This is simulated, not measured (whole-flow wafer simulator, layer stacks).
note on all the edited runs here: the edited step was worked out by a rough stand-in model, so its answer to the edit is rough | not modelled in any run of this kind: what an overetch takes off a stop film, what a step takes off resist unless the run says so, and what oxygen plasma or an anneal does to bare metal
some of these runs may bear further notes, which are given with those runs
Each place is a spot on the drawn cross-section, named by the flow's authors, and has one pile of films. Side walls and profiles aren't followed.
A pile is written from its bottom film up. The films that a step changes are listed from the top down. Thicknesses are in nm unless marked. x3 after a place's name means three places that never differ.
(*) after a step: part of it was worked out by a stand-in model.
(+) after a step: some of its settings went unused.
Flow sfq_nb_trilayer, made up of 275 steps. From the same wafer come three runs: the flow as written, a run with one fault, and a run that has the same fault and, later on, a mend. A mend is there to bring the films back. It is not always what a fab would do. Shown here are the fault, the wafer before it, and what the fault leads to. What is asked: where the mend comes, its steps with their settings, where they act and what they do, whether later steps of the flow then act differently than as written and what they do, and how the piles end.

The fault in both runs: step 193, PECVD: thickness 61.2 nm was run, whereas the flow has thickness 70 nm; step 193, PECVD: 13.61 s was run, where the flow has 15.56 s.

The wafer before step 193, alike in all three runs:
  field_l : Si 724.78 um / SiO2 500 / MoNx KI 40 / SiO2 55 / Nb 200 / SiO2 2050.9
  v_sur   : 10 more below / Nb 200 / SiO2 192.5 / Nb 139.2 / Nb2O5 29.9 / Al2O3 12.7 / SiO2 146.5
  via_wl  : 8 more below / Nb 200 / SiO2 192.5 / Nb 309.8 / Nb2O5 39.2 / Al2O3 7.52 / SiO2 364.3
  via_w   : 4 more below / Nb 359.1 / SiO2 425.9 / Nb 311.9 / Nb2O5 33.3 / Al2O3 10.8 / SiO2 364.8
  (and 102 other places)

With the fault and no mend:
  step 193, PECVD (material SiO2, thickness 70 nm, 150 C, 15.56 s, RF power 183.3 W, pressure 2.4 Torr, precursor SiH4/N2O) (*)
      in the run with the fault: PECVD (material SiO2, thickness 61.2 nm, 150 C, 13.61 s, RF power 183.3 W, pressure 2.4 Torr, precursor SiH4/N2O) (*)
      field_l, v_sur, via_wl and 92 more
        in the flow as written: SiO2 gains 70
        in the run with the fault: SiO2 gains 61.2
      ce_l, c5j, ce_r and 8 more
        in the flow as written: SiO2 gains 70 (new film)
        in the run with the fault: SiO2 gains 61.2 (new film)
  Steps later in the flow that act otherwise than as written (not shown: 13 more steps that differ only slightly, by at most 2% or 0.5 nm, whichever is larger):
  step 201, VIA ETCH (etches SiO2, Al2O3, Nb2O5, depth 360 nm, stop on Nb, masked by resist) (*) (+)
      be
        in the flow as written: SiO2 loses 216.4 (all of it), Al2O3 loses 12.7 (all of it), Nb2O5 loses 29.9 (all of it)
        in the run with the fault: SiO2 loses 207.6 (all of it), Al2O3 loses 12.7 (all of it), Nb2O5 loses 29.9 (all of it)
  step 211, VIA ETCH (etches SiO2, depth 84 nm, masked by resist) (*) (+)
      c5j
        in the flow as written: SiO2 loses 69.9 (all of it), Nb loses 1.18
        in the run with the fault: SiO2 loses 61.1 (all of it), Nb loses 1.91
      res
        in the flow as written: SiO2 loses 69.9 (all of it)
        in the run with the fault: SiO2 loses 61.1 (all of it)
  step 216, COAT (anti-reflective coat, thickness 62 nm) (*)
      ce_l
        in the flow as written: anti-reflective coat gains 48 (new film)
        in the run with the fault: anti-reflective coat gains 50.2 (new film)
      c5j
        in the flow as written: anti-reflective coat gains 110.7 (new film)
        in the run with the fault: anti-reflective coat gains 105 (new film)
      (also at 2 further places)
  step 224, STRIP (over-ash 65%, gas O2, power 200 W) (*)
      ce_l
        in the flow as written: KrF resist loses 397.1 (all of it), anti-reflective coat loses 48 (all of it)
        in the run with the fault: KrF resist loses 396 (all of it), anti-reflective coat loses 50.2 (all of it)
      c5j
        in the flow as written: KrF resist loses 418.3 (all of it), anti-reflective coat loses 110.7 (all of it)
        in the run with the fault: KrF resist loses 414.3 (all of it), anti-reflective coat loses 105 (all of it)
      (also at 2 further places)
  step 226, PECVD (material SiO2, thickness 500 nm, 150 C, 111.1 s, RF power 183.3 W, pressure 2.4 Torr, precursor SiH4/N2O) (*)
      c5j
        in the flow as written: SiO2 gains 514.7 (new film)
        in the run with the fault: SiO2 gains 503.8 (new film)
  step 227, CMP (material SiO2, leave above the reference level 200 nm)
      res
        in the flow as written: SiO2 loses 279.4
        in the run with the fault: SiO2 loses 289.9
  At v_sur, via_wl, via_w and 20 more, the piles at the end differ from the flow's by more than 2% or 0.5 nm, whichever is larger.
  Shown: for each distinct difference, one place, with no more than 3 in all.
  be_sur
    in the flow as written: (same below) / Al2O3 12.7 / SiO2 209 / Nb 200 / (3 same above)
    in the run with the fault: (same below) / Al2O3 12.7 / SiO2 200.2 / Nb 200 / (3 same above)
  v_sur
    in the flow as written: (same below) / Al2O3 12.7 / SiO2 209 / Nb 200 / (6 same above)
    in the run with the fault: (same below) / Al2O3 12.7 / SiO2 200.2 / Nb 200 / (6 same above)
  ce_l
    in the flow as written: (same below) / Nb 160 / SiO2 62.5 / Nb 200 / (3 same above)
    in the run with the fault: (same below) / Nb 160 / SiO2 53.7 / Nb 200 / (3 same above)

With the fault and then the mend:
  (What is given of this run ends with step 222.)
  After step 199 comes the mend.
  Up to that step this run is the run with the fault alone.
  step 199a, STRIP (over-ash 65%, gas O2, power 200 W) (*)
      p4_fl x3, p4_w1 x9, p4_g1 x2 and 33 more
        KrF resist loses 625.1 (all of it), anti-reflective coat loses 62 (all of it)
      wl_b_m5, wl_b_sr, wl_c_sl and 12 more
        KrF resist loses 625 (all of it), anti-reflective coat loses 62 (all of it)
      field_l, v_sur, via_wl, via_w
        KrF resist loses 625.7 (all of it), anti-reflective coat loses 62.2 (all of it)
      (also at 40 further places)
  step 199b, PECVD (material SiO2, thickness 8.8 nm, 150 C, 1.956 s, RF power 183.3 W, pressure 2.4 Torr, precursor SiH4/N2O) (the flow's step 193, run once more with other settings)
      field_l, v_sur, via_wl and 103 more
        SiO2 gains 8.8
  step 199c, COAT (anti-reflective coat, thickness 62 nm) (*) (the flow's step 194, run once more)
      p4_fl x3, p4_w1 x9, p4_g1 x2 and 50 more
        anti-reflective coat gains 62 (new film)
      via_wr, via_sp, via_v, wire, lsp_r, l0_sur, l0v
        anti-reflective coat gains 62.3 (new film)
      be, be_sur, gap, lsp_m, ln_m6
        anti-reflective coat gains 62.4 (new film)
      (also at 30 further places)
  step 199d, COAT (KrF resist, thickness 650 nm) (*) (the flow's step 195, run once more)
      p4_fl x3, p4_w1 x9, p4_g1 x2 and 33 more
        KrF resist gains 650 (new film)
      wl_b_m5, wl_b_sr, wl_c_sl and 12 more
        KrF resist gains 649.9 (new film)
      v_sur, via_wl, via_w
        KrF resist gains 650.6 (new film)
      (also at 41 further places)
  step 199e, SOFTBAKE (KrF resist) (the flow's step 196, run once more)
      does not change any film at any place that is followed
  step 199f, EXPOSE (photomask I5, dose 12.41 mJ/cm2, NA 0.6, wavelength 248 nm) (*) (the flow's step 197, run once more)
      does not change any film at any place that is followed
  step 199g, PEB (KrF resist, 90 s) (the flow's step 198, run once more)
      field_l, v_sur, via_wl and 87 more
        KrF resist loses 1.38
      jj_sur, ce_l, sp_r, moat, field_r, wl_jj
        KrF resist loses 1.39
      be_r, r_sur, res, r_end
        KrF resist loses 1.33
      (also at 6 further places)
  step 199h, DEVELOP (KrF resist, thickness 650 nm, 60 s) (the flow's step 199, run once more)
      field_l, v_sur, via_wl and 102 more
        KrF resist loses 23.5
      be
        KrF resist loses 649.8 (all of it)
  None of the later steps of the flow up to step 222 differs from how it acts as written, at any place that is followed, by more than 2% or 0.5 nm, whichever is larger.
  The piles after step 222 are only slightly different from the flow's at the places that both follow, by no more than 2% or 0.5 nm, whichever is larger.
